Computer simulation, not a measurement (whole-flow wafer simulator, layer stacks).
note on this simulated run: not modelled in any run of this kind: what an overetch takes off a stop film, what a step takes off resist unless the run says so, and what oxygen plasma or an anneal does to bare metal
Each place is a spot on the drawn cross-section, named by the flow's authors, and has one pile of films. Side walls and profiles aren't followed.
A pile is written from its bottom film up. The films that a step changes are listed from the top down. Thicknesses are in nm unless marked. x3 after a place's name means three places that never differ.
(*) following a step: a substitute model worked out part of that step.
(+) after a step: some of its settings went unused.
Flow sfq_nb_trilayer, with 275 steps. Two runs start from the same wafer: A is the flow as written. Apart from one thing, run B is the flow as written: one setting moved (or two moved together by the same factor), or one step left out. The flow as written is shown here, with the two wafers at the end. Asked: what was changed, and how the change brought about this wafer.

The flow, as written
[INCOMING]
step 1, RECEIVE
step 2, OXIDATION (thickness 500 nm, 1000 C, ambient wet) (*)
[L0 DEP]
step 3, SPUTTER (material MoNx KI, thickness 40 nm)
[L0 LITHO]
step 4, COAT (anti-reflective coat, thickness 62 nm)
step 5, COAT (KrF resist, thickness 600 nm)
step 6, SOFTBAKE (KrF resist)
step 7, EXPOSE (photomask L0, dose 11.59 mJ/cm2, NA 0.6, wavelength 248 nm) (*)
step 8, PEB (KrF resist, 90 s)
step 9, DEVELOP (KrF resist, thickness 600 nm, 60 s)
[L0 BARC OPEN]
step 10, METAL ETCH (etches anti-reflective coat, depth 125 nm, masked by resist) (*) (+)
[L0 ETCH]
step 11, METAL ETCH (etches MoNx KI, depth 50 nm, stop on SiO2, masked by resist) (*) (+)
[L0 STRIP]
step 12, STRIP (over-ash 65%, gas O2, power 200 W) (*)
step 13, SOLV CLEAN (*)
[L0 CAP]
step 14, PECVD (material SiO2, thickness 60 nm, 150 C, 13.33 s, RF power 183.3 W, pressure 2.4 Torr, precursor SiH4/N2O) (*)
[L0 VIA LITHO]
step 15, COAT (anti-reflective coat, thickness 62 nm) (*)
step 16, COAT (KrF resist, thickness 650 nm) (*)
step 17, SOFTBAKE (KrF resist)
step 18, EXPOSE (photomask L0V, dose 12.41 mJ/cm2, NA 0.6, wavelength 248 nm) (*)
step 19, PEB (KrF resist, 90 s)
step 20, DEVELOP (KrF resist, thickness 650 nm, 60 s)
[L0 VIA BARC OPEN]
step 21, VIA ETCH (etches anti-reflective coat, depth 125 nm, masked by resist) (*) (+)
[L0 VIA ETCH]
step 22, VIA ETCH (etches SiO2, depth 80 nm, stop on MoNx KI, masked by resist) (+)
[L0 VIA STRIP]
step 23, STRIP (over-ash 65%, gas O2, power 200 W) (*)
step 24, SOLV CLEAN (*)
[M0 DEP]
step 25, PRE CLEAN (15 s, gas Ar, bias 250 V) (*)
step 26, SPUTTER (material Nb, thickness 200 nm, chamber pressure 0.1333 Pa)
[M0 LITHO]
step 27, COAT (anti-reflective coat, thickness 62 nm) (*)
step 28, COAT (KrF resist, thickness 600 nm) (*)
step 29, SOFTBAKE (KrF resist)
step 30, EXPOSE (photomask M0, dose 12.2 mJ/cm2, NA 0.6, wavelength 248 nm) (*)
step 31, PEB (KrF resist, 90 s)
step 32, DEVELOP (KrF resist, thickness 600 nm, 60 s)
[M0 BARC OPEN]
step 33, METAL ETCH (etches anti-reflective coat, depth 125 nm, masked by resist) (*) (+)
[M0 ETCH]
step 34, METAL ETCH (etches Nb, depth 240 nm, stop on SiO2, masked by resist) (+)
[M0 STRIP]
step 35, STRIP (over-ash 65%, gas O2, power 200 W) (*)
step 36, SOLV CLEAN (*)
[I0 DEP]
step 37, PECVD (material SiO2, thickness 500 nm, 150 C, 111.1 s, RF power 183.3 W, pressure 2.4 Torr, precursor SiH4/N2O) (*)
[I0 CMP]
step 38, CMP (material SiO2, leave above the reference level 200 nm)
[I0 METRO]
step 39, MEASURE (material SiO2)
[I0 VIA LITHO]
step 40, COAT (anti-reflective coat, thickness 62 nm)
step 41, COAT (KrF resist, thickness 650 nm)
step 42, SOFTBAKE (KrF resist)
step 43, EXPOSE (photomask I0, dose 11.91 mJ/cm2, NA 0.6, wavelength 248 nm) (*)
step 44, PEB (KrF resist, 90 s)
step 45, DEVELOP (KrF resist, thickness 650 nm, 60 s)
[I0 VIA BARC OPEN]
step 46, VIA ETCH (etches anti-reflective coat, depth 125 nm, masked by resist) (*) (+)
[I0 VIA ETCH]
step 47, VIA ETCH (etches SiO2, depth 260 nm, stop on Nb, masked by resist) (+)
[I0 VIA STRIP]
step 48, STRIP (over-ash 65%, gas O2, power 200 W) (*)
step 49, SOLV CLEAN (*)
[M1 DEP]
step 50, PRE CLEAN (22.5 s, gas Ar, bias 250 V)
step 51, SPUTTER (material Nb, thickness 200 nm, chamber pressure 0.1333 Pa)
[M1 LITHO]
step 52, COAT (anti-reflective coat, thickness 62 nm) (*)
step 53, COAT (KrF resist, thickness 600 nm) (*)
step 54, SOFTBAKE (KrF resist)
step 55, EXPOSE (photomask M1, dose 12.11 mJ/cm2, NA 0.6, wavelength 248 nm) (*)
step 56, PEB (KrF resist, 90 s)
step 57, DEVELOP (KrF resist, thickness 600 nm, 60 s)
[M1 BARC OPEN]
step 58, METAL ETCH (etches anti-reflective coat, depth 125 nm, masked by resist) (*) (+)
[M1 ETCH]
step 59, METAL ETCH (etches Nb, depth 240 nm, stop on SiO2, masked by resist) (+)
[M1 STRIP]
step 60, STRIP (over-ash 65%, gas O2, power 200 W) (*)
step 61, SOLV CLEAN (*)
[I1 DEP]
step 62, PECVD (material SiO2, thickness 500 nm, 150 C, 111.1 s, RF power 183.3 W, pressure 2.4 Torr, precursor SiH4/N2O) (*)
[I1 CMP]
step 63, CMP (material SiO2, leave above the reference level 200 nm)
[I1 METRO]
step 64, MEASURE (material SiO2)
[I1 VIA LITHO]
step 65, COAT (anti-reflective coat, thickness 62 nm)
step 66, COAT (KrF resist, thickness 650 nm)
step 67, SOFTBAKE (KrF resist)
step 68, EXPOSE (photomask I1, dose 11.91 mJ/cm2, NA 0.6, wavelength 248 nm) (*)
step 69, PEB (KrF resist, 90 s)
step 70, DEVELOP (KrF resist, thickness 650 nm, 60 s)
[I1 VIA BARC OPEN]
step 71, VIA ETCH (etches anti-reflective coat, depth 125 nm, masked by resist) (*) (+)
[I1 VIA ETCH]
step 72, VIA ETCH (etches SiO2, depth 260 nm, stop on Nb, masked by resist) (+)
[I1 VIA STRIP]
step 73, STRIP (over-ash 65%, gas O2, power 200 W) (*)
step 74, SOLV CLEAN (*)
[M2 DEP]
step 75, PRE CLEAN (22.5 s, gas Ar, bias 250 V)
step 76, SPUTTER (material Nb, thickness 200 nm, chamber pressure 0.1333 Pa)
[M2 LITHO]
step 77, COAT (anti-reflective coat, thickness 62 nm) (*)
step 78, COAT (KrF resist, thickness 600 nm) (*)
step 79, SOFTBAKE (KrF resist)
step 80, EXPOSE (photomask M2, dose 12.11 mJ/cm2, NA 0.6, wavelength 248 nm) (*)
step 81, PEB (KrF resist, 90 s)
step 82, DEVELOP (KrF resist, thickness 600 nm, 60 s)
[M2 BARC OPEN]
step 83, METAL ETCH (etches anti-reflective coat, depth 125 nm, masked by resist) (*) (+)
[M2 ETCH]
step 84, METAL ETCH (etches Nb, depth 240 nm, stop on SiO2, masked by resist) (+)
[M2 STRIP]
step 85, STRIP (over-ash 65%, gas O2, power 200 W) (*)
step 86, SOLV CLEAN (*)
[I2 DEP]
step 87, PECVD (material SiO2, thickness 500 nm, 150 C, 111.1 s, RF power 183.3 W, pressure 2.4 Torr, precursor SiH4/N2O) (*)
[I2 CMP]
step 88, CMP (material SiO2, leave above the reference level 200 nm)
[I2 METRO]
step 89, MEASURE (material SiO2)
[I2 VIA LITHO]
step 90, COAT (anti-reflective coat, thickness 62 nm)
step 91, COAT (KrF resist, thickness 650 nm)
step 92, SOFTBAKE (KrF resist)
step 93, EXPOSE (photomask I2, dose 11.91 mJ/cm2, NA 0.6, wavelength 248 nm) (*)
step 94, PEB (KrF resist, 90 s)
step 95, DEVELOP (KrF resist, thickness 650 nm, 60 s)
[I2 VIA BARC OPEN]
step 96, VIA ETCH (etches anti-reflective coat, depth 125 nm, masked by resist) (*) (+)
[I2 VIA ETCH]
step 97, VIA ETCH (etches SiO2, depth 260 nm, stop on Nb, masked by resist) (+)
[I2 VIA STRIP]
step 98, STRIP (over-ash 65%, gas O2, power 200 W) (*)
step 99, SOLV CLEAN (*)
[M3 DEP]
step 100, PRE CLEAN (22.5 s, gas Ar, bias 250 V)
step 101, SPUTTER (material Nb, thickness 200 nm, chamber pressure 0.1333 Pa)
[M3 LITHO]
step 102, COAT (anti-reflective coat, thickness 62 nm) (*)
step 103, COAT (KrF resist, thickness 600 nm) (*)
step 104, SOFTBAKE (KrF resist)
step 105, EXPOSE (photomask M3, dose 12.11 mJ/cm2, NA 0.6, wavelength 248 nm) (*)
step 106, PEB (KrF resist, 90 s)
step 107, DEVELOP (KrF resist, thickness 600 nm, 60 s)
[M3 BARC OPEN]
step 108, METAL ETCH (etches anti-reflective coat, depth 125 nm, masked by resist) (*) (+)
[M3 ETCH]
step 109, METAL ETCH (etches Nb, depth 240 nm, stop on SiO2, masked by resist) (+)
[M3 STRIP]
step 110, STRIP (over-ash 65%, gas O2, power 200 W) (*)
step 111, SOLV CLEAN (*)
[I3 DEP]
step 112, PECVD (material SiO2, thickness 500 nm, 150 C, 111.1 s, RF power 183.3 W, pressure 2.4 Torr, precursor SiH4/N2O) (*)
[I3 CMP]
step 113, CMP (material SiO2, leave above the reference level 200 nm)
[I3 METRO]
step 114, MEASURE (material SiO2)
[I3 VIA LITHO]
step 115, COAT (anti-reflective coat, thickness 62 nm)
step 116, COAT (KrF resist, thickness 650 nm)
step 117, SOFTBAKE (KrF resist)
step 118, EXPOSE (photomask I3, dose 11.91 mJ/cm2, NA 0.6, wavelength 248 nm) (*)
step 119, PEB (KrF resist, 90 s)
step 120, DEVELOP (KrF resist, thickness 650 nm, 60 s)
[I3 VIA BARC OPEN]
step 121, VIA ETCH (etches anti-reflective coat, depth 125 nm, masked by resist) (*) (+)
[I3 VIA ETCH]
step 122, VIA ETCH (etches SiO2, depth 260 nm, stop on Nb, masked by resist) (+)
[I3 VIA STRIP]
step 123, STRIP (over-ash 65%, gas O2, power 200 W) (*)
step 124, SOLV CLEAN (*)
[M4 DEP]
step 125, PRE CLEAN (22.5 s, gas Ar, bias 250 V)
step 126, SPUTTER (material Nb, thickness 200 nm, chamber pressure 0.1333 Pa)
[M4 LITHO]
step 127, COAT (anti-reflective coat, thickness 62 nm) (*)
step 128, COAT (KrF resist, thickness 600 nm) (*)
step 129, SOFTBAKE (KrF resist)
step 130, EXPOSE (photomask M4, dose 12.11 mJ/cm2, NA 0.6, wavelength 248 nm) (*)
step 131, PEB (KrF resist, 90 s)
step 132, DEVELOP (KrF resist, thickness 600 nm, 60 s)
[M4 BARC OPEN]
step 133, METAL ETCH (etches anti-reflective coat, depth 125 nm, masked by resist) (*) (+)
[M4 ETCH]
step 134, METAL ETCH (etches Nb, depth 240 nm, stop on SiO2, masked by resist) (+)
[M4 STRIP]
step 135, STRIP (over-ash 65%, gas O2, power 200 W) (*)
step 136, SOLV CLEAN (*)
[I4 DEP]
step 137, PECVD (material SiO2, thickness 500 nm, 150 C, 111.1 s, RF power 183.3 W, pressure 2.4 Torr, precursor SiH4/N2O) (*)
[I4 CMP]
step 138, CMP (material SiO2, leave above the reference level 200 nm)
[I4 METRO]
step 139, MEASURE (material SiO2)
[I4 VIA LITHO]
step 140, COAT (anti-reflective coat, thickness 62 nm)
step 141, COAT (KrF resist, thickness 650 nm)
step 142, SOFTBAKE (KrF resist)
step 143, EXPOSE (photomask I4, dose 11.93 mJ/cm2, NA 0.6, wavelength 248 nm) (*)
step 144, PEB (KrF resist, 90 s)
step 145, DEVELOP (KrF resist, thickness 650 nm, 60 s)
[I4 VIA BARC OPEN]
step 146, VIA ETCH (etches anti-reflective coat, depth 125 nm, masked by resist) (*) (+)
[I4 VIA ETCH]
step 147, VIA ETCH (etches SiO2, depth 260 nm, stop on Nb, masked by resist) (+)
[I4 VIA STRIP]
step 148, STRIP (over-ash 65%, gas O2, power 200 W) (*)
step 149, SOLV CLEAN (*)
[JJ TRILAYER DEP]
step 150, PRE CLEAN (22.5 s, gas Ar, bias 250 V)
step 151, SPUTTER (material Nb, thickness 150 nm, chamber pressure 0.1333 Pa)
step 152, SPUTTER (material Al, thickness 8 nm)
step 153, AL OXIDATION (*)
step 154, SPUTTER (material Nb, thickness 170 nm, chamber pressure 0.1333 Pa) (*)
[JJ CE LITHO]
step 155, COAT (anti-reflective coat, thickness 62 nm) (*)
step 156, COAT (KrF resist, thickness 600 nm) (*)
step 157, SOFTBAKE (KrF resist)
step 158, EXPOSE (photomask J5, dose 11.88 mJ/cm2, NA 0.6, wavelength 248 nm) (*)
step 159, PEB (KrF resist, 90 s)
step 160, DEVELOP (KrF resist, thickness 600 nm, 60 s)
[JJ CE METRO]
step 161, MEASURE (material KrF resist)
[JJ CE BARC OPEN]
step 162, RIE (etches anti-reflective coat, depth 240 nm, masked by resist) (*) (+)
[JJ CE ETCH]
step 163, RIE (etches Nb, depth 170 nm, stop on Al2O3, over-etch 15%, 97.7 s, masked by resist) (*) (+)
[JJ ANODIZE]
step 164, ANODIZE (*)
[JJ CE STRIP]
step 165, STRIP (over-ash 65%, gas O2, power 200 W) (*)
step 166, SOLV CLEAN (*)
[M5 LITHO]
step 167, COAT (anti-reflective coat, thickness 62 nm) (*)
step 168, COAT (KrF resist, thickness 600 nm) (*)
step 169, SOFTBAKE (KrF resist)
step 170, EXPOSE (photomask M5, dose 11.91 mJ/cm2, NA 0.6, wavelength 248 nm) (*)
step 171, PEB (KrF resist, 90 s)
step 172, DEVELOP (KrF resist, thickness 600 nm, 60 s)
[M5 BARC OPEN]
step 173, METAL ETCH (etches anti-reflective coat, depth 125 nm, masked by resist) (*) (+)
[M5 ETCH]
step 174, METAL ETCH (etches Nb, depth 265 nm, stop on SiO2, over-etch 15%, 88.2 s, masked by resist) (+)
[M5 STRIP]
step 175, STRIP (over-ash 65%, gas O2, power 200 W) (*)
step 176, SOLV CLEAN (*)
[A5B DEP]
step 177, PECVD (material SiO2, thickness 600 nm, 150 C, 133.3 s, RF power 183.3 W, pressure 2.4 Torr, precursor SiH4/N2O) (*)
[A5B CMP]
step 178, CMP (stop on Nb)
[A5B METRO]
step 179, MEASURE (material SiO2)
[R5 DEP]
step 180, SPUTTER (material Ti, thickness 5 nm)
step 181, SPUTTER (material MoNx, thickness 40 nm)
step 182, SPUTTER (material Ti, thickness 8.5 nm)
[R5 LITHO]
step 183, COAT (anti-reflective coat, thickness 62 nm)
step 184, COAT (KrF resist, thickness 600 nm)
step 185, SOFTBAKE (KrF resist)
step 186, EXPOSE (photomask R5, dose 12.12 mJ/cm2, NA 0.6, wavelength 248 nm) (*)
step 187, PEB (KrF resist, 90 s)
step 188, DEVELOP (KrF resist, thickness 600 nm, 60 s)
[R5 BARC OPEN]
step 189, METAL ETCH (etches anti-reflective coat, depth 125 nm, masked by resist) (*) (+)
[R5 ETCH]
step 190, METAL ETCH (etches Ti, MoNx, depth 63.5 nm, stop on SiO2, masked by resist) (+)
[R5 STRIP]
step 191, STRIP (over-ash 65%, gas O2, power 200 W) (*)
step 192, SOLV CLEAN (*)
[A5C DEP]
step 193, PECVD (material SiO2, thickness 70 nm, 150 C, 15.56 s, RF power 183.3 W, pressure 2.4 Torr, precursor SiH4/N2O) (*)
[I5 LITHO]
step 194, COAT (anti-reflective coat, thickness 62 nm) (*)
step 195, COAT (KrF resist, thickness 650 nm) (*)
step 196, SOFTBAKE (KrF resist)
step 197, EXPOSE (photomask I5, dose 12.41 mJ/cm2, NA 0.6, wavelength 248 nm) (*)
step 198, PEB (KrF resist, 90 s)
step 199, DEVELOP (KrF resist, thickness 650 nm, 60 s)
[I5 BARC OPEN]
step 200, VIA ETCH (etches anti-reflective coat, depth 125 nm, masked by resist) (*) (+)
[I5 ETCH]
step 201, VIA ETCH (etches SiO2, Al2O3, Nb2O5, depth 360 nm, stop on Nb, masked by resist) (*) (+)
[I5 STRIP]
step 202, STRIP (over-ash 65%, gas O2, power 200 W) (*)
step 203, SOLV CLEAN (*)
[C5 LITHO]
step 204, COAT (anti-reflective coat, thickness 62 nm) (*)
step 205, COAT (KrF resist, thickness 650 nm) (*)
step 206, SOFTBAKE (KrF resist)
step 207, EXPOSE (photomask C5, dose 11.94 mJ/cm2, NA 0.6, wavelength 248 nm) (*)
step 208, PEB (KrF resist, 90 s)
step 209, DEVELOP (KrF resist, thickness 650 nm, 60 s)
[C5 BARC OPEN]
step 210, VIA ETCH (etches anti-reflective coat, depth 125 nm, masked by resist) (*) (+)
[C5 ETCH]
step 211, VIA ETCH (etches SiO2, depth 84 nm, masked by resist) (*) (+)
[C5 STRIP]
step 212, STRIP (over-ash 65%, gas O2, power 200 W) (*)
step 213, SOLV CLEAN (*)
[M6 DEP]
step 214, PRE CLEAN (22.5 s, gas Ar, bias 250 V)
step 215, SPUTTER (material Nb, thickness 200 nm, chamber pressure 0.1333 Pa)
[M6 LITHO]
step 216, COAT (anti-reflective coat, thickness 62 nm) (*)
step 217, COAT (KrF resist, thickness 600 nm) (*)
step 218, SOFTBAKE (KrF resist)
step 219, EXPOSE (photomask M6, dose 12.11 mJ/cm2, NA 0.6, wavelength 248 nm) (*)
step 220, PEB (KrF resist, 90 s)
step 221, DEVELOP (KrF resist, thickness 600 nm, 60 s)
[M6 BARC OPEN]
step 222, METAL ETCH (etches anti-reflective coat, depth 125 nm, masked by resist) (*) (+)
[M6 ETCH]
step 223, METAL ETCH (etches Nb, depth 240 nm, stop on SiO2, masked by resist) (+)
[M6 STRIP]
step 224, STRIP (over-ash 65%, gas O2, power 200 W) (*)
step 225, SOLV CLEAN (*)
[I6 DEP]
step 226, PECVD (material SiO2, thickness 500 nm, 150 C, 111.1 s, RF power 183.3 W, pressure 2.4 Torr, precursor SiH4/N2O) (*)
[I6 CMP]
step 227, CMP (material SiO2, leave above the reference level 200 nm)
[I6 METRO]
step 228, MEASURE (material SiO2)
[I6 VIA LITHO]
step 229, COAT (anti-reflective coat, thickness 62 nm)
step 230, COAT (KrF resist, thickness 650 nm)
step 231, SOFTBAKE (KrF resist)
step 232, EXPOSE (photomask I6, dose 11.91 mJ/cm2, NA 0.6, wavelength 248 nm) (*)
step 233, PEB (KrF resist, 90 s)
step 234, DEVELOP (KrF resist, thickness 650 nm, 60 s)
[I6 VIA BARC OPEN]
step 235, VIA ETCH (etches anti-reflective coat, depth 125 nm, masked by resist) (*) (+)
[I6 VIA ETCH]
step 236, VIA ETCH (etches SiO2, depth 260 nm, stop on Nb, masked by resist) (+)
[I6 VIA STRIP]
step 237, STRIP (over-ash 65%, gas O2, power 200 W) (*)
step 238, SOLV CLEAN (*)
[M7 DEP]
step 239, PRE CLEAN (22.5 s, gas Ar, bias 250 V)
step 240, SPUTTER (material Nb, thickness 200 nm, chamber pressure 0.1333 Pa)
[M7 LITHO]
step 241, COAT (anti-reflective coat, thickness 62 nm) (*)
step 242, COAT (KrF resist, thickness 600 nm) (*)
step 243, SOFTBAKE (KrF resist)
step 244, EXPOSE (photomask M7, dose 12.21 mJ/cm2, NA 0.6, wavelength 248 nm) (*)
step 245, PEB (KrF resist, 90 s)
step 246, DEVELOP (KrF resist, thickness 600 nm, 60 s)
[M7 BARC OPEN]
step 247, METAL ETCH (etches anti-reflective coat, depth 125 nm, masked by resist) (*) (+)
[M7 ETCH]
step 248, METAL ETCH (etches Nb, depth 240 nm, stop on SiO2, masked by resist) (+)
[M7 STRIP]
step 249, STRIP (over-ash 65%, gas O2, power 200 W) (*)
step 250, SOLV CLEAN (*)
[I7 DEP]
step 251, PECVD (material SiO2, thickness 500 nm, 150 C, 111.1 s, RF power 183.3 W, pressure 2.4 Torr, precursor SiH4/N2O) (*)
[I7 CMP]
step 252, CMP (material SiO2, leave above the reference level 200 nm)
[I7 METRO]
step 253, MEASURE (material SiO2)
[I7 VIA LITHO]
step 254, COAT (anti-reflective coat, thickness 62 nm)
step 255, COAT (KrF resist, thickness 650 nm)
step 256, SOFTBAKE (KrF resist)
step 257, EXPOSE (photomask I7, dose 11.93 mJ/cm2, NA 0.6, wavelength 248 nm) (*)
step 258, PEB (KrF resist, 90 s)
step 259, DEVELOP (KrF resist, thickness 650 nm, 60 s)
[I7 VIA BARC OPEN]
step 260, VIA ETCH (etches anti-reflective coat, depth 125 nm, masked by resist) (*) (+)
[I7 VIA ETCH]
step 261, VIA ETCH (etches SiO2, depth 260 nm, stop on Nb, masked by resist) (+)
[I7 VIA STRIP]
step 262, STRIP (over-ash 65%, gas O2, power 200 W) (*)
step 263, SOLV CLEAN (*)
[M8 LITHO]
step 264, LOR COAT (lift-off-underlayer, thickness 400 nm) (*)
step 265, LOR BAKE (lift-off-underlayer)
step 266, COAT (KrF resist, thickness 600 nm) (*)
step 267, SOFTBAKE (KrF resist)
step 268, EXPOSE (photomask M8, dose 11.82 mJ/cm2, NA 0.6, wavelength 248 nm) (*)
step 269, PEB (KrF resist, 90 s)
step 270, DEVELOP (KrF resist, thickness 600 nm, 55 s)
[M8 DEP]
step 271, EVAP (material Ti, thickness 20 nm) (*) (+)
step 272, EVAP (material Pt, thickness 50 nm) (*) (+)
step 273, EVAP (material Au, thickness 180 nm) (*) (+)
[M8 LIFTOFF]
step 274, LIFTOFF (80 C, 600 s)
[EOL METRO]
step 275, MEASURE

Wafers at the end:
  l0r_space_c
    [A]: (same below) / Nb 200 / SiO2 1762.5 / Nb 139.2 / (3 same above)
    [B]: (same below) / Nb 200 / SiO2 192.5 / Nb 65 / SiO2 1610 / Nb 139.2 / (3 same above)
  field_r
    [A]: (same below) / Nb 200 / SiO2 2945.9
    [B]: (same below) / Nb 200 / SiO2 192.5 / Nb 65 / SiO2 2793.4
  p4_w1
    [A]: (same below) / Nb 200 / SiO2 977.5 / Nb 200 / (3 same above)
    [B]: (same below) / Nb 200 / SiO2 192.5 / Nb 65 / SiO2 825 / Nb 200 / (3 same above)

Cause: step 51, SPUTTER: thickness 305 nm was run, while the flow as written has thickness 200 nm.

The path from the change to this, step by step:
  step 51, SPUTTER (material Nb, thickness 200 nm, chamber pressure 0.1333 Pa)
      field_l, v_sur, via_wl and 102 more: A Nb gains 200 (new film) | B Nb gains 305 (new film)
      via_w: A Nb gains 174.5 | B Nb gains 267.8
  step 59, METAL ETCH (etches Nb, depth 240 nm, stop on SiO2, masked by resist) (+)
      field_l, be, be_sur and 79 more: A Nb loses 200 (all of it) | B Nb loses 240
  step 62, PECVD (material SiO2, thickness 500 nm, 150 C, 111.1 s, RF power 183.3 W, pressure 2.4 Torr, precursor SiH4/N2O) (*)
      field_l, be, be_sur and 72 more: A SiO2 gains 500 | B SiO2 gains 500 (new film)
      lsp_m, ln_m6, lsp_r, l0_sur, l0v: A SiO2 gains 494.9 | B SiO2 gains 493.9 (new film)
      (also at 3 further places)
  step 63, CMP (material SiO2, leave above the reference level 200 nm)
      field_l, be, be_sur and 72 more: A SiO2 loses 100 | B SiO2 loses 60
      lsp_m, ln_m6, lsp_r, l0_sur, l0v: A SiO2 loses 94.9 | B SiO2 loses 53.9
      (also at 1 further place)
Taking metal films that touch as one body, l0r_space_c has 3 bodies (between them, from the top down: SiO2 1610; SiO2 192.5); the flow as written gives 2 bodies (between them, from the top down: SiO2 1762.5).
Taking metal films that touch as one body, field_r has 2 bodies (between them, from the top down: SiO2 192.5); the flow as written gives 1 body.
Taking metal films that touch as one body, p4_w1 has 4 bodies (between them, from the top down: SiO2 192.5; SiO2 825; SiO2 192.5); the flow as written gives 3 bodies (between them, from the top down: SiO2 192.5; SiO2 977.5).
